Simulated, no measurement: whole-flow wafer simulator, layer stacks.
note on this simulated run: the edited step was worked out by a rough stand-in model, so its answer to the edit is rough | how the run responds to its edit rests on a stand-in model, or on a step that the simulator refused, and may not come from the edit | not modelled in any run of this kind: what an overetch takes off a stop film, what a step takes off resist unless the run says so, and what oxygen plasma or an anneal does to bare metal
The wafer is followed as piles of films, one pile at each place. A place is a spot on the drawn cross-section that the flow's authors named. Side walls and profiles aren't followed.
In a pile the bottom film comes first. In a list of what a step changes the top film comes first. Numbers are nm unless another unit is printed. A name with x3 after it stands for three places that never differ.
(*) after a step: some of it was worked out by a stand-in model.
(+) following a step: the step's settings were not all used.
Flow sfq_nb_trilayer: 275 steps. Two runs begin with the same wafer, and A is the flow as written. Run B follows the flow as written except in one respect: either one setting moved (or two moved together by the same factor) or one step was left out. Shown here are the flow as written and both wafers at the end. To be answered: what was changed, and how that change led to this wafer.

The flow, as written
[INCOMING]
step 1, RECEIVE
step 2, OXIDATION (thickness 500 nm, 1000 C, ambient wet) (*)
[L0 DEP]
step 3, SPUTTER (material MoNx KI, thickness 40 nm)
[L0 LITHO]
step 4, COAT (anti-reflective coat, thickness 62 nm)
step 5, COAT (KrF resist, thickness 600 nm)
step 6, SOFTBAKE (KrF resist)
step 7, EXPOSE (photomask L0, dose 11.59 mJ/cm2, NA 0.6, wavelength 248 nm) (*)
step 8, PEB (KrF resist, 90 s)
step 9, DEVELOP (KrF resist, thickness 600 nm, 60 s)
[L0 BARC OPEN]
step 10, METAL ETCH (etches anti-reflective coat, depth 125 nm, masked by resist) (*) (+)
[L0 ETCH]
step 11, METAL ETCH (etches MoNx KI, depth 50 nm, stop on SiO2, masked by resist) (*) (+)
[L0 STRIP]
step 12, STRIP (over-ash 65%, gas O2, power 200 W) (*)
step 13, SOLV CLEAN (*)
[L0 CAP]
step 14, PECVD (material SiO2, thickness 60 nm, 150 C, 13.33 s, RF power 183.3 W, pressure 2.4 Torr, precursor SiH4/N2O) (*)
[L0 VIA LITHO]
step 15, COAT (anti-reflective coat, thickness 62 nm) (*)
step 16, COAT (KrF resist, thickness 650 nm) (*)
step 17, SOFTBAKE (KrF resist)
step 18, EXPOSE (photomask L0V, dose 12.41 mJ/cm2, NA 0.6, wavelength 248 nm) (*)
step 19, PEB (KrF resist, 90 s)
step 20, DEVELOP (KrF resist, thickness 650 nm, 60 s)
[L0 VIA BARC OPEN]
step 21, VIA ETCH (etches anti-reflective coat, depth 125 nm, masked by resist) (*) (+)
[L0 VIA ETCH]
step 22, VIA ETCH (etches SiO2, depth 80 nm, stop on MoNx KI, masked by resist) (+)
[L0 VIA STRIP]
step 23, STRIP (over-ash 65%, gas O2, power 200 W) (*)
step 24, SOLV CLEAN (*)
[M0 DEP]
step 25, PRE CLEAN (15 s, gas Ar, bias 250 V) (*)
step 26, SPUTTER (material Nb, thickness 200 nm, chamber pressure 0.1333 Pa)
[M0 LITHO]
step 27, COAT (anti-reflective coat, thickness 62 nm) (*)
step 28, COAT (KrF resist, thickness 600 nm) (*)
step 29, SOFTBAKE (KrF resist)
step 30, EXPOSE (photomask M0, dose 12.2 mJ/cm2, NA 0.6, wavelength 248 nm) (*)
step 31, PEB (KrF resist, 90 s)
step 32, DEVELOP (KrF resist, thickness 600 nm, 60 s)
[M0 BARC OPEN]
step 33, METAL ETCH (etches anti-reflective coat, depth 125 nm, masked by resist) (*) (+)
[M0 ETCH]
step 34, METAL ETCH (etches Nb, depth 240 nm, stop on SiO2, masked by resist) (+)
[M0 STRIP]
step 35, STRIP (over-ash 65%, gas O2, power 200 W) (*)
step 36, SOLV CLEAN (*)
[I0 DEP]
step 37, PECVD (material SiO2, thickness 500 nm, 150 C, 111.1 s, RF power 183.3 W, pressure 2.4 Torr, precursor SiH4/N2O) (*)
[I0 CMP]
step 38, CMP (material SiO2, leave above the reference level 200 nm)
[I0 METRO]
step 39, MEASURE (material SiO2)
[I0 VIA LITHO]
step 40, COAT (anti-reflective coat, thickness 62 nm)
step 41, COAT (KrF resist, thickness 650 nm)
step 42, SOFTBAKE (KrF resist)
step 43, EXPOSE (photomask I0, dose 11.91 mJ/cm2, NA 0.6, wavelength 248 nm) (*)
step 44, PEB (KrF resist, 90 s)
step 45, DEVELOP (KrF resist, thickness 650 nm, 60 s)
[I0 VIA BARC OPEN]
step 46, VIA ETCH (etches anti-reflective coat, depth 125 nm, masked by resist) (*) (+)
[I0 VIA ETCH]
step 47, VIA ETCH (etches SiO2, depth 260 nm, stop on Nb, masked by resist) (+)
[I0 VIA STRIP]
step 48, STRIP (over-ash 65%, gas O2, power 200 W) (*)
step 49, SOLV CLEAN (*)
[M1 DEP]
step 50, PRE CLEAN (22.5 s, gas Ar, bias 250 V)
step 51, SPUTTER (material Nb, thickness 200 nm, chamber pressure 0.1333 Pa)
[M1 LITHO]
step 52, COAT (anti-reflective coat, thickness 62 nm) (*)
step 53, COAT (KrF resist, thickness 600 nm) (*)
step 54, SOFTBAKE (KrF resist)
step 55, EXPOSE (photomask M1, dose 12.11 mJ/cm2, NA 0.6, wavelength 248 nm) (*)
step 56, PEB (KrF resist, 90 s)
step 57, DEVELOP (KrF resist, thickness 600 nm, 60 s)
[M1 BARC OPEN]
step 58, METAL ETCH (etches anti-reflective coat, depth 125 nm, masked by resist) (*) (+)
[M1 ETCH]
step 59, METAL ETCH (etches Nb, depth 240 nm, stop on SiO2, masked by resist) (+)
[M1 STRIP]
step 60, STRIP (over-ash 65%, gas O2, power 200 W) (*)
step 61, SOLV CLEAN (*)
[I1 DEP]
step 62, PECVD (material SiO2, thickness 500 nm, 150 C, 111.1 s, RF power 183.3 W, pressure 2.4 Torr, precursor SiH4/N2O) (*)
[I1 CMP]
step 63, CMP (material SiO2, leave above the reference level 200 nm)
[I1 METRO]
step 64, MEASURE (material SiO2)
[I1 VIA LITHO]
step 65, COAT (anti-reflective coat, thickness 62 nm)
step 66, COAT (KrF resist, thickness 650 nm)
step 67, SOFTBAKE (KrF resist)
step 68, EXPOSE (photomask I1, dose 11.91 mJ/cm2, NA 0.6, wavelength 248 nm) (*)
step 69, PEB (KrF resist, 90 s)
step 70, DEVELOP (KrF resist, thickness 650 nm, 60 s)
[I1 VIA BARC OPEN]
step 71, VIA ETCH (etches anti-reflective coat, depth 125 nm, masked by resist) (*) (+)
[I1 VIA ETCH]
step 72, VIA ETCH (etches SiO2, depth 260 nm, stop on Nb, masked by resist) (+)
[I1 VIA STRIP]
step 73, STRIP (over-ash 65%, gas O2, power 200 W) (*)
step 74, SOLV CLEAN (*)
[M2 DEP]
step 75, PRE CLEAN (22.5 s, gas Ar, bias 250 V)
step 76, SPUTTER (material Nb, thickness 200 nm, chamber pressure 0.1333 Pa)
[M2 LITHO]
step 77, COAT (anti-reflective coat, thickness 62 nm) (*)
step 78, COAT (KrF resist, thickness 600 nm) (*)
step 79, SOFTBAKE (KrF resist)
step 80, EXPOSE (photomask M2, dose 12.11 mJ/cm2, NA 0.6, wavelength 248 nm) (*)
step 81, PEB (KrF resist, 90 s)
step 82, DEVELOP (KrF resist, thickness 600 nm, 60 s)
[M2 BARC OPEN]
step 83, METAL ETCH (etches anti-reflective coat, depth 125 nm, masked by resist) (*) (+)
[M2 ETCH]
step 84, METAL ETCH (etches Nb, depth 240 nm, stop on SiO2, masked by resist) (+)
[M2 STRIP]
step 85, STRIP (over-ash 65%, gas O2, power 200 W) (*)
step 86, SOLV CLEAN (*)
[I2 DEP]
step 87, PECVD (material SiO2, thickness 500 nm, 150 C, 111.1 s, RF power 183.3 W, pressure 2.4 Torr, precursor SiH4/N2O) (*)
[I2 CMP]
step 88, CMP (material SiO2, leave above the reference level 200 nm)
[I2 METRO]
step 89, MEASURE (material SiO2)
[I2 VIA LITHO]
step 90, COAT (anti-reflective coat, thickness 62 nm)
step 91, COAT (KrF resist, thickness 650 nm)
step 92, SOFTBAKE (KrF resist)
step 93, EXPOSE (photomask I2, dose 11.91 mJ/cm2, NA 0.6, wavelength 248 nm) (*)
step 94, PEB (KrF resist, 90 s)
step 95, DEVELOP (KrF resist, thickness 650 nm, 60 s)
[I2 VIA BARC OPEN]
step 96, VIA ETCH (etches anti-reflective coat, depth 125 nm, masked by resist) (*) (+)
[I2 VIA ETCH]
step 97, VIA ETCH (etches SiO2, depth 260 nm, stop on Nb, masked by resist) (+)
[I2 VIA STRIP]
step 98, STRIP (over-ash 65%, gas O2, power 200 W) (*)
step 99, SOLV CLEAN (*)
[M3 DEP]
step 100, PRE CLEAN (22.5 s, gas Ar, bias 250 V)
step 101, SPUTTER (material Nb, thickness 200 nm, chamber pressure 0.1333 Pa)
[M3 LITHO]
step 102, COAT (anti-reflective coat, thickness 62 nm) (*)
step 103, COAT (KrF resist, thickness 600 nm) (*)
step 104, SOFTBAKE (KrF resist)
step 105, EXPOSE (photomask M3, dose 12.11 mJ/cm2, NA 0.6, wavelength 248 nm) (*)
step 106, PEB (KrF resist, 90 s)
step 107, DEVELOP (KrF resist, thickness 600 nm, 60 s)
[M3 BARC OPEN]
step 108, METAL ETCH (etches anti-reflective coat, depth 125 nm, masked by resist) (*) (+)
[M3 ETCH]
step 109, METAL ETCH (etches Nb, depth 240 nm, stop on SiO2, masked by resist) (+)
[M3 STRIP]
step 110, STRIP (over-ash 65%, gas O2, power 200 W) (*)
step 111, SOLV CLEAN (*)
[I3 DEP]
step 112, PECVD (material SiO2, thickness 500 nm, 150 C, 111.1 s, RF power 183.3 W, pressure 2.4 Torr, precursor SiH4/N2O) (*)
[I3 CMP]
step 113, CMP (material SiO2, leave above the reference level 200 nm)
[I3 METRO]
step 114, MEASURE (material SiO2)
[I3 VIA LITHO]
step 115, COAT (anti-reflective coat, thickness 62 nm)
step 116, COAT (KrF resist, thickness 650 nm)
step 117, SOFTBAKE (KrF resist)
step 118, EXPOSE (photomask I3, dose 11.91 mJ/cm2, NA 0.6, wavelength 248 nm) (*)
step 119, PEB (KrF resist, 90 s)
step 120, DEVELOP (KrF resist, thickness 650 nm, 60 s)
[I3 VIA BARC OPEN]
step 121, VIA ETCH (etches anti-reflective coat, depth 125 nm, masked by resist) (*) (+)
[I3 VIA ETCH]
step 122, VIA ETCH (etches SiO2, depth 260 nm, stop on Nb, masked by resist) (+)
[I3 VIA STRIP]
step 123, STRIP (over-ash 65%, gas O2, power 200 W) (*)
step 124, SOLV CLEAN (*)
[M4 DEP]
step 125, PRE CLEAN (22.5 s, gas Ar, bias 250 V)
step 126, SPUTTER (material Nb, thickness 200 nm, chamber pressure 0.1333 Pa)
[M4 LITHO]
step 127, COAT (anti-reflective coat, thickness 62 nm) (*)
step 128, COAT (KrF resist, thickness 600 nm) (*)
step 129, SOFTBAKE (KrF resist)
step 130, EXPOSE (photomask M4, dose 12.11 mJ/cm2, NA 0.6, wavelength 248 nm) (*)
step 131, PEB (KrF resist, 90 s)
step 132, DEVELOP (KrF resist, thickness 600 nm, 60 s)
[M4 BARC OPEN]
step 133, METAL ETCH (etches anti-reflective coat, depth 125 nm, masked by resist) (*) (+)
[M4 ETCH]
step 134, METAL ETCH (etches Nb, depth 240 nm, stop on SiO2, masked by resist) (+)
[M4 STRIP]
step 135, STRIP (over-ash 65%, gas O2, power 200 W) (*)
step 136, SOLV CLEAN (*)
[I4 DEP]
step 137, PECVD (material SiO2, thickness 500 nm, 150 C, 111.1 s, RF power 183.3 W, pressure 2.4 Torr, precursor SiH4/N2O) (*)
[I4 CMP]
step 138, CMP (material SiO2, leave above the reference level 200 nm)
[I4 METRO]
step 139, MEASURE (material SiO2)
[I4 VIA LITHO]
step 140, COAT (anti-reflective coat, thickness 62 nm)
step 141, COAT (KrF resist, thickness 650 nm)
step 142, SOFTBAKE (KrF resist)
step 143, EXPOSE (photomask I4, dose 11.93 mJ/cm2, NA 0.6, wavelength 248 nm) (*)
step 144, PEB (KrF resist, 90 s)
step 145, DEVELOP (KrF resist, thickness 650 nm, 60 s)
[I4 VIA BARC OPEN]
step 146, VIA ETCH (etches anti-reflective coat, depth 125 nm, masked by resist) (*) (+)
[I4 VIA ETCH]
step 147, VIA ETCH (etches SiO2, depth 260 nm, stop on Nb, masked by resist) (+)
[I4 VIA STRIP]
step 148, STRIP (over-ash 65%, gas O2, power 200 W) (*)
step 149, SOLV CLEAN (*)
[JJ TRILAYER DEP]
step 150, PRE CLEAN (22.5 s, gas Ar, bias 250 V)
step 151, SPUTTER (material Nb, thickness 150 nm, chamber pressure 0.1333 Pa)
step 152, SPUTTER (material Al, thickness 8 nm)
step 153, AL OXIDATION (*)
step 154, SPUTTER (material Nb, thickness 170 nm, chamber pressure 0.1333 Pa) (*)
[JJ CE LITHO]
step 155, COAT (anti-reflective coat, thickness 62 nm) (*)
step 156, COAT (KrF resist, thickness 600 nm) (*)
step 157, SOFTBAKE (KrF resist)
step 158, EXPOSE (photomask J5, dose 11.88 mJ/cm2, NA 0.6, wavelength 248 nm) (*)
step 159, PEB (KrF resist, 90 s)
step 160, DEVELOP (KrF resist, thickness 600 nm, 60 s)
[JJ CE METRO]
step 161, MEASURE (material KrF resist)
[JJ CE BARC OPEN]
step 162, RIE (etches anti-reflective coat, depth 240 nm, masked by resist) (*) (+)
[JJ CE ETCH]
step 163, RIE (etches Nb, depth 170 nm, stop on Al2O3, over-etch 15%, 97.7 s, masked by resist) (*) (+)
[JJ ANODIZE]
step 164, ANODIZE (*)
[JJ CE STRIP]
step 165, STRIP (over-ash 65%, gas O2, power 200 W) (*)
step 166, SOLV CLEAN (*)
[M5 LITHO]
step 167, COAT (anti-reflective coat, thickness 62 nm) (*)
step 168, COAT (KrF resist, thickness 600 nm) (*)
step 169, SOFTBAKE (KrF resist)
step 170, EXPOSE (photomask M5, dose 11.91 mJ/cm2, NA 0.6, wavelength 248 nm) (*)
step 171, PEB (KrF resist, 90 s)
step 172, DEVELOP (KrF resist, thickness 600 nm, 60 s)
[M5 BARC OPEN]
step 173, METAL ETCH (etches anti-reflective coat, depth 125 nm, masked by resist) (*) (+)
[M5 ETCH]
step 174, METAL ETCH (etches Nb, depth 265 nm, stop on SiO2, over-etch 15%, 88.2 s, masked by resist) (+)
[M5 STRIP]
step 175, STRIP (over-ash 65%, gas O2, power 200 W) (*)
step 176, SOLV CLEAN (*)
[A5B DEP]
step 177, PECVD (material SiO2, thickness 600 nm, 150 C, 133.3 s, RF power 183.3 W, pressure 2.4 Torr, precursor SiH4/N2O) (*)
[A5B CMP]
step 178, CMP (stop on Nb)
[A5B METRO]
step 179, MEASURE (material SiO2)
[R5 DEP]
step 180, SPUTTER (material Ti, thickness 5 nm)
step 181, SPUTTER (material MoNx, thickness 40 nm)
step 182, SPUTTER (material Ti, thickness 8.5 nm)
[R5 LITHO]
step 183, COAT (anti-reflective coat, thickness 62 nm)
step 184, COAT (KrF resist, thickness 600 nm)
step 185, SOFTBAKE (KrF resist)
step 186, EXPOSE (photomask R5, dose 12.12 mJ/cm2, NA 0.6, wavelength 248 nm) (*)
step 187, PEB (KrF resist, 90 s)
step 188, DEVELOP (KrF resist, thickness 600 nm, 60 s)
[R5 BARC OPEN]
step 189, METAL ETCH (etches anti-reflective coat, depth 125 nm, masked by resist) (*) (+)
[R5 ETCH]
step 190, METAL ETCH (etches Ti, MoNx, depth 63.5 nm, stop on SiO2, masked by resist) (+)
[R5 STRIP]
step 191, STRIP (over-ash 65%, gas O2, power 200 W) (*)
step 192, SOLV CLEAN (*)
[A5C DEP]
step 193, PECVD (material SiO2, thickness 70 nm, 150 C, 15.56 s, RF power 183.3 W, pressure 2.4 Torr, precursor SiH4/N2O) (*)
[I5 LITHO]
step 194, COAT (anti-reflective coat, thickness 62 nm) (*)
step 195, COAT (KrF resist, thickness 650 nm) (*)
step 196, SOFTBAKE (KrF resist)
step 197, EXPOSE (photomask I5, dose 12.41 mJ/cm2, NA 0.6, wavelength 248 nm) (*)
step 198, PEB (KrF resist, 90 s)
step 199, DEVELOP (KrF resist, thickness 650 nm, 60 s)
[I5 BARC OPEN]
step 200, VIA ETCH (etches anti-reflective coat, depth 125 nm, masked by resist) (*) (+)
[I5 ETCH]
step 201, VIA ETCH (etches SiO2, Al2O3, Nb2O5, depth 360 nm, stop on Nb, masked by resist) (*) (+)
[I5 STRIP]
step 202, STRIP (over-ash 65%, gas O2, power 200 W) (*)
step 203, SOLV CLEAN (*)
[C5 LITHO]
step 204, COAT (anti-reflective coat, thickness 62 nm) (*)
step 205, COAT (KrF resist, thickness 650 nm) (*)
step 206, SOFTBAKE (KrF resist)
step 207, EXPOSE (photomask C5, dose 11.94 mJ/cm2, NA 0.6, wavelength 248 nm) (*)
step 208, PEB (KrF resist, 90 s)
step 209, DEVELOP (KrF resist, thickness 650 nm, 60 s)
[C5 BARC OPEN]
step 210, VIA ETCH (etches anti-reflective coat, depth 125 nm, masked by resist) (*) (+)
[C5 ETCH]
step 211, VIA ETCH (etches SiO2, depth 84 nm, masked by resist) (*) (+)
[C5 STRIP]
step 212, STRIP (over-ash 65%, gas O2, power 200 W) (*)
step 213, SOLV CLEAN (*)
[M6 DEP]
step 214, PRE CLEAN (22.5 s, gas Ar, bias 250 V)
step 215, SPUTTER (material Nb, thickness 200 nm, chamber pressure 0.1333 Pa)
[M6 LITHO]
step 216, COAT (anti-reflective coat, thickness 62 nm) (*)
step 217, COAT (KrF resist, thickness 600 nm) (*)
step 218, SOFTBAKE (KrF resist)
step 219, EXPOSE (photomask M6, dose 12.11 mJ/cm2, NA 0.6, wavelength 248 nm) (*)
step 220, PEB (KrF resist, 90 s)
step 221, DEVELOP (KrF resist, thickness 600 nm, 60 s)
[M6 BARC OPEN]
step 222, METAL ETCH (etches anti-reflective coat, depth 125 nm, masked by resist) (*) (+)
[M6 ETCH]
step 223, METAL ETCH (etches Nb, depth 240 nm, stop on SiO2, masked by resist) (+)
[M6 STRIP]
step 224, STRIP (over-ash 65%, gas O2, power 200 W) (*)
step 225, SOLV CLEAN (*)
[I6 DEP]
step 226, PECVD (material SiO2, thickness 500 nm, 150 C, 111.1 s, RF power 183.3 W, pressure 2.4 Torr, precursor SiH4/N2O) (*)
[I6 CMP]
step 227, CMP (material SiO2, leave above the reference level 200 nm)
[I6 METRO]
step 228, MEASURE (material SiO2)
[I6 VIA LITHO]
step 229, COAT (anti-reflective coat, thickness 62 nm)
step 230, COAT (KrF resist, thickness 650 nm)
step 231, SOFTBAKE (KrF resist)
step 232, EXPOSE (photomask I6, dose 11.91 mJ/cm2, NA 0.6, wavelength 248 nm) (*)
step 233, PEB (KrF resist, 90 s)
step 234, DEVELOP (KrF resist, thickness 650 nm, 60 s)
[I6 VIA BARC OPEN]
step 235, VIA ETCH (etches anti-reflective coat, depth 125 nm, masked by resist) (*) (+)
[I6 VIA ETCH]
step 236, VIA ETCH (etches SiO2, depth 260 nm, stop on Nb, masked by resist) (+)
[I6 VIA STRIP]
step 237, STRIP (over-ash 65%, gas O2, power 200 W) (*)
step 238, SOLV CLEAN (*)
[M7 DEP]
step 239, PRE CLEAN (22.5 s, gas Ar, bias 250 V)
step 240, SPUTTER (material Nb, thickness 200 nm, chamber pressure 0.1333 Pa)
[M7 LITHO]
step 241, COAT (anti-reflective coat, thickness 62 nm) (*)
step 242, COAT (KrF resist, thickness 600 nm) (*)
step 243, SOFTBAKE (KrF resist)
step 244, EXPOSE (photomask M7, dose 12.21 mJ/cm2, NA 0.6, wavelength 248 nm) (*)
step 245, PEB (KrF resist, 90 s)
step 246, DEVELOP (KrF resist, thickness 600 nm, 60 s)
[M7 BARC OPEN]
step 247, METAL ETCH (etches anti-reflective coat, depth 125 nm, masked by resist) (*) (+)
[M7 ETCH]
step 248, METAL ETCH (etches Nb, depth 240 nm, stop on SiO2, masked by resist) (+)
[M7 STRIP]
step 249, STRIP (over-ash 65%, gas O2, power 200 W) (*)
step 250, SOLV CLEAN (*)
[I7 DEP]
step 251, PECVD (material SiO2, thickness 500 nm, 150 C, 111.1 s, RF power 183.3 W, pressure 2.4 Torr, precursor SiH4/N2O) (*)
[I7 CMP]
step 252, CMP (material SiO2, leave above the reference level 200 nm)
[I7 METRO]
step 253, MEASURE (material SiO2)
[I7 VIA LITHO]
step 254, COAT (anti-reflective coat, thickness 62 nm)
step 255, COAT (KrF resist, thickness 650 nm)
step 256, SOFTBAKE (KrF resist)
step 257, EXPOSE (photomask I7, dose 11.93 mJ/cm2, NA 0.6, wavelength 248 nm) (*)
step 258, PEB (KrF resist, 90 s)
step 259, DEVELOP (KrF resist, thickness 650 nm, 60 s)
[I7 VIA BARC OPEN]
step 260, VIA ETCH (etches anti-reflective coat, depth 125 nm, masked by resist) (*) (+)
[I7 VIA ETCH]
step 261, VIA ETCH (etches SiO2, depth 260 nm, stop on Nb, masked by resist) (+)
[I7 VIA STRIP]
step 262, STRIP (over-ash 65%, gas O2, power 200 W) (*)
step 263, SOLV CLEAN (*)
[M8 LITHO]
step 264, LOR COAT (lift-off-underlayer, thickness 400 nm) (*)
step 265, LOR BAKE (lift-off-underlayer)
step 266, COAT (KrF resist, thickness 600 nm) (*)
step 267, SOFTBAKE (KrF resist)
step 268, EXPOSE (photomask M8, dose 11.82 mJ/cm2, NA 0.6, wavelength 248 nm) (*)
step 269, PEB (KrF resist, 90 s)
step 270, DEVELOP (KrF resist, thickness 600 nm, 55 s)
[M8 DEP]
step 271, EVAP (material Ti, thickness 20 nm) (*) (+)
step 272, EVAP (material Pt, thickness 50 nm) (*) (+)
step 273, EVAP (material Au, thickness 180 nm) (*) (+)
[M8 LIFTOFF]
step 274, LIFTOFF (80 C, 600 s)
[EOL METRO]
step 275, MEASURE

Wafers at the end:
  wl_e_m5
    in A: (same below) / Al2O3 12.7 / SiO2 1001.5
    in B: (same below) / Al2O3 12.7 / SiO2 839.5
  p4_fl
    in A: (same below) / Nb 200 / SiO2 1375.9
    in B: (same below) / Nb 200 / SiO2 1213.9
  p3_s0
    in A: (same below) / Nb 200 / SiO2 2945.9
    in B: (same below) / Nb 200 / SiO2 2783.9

What caused this: step 251, PECVD: thickness 238 nm was run, whereas the flow has thickness 500 nm; step 251, PECVD: 52.78 s was run, where the flow has 111.1 s.

The path from the change to this, step by step:
  step 251, PECVD (material SiO2, thickness 500 nm, 150 C, 111.1 s, RF power 183.3 W, pressure 2.4 Torr, precursor SiH4/N2O) (*)
      field_l, p4_fl, p4_fm and 56 more: A +500 SiO2 | B +238 SiO2
      v_sur, via_wl, via_w and 37 more: A +500 SiO2 (new film) | B +238 SiO2 (new film)
      (also at 7 further places)
  step 252, CMP (material SiO2, leave above the reference level 200 nm)
      field_l, p4_fl, p4_fm and 56 more: A -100 SiO2 | B nothing
      field_r, lsp_l: A -77.7 SiO2 | B nothing
      (also at 45 further places)
  step 254, COAT (anti-reflective coat, thickness 62 nm)
      jj_sur, ce_l, c5j, be_r: A +62 anti-reflective coat (new film) | B +54.6 anti-reflective coat (new film)
      p3_l2, p3_s2, p3_s5, p3_l6: A +62 anti-reflective coat (new film) | B +64 anti-reflective coat (new film)
      (also at 86 further places)
  step 255, COAT (KrF resist, thickness 650 nm)
      ce_l, c5j, ce_r: A +650 KrF resist (new film) | B +620.1 KrF resist (new film)
      p3_s0, m5r_line_l, m5r_line_r: A +650 KrF resist (new film) | B +668 KrF resist (new film)
      (also at 79 further places)
  step 259, DEVELOP (KrF resist, thickness 650 nm, 60 s)
      via_wl: A -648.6 KrF resist (all of it) | B -592.5 KrF resist (all of it)
      via_w: A -648.6 KrF resist (all of it) | B -601.4 KrF resist (all of it)
      (also at 1 further place)
  step 260, VIA ETCH (etches anti-reflective coat, depth 125 nm, masked by resist) (*) (+)
      field_l, v_sur, via_sp and 100 more: A -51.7 KrF resist | B -43.6 KrF resist
      via_wl: A -62 anti-reflective coat (all of it), -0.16 SiO2 | B -51.9 anti-reflective coat (all of it), -0.13 SiO2
      (also at 2 further places)
  step 262, STRIP (over-ash 65%, gas O2, power 200 W) (*)
      p3_s3, p3_l4, p3_s4: A -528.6 KrF resist (all of it), -62 anti-reflective coat (all of it) | B -541.9 KrF resist (all of it), -63.8 anti-reflective coat (all of it)
      p3_l3, p3_l5: A -528.6 KrF resist (all of it), -62 anti-reflective coat (all of it) | B -542.1 KrF resist (all of it), -63.9 anti-reflective coat (all of it)
      (also at 93 further places)
  step 264, LOR COAT (lift-off-underlayer, thickness 400 nm) (*)
      wl_j_sl, wl_jj: A +400 lift-off-underlayer (new film) | B +387.8 lift-off-underlayer (new film)
      wl_d_m1, wl_d_sr: A +400 lift-off-underlayer (new film) | B +425.7 lift-off-underlayer (new film)
      (also at 86 further places)
  step 266, COAT (KrF resist, thickness 600 nm) (*)
      c5j, ce_r: A +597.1 KrF resist (new film) | B +578.3 KrF resist (new film)
      wl_j_sl, wl_jj: A +600 KrF resist (new film) | B +587.1 KrF resist (new film)
      (also at 56 further places)
  step 270, DEVELOP (KrF resist, thickness 600 nm, 55 s)
      field_l: A -593.7 KrF resist (all of it), -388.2 lift-off-underlayer (all of it) | B -611.2 KrF resist (all of it), -444.1 lift-off-underlayer (all of it)
      v_sur: A -607.3 KrF resist (all of it), -369.4 lift-off-underlayer (all of it) | B -589.1 KrF resist (all of it), -310 lift-off-underlayer (all of it)
      (also at 9 further places)
  step 274, LIFTOFF (80 C, 600 s)
      wl_j_sl, wl_jj: A -180 Au (all of it), -50 Pt (all of it), -20 Ti (all of it), -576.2 KrF resist (all of it), -400 lift-off-underlayer (all of it) | B -180 Au (all of it), -50 Pt (all of it), -20 Ti (all of it), -563.3 KrF resist (all of it), -387.8 lift-off-underlayer (all of it)
      m0r_line_l, m6r_line_l: A -180 Au (all of it), -50 Pt (all of it), -20 Ti (all of it), -576.2 KrF resist (all of it), -400 lift-off-underlayer (all of it) | B -180 Au (all of it), -50 Pt (all of it), -20 Ti (all of it), -591.9 KrF resist (all of it), -435.8 lift-off-underlayer (all of it)
      (also at 75 further places)
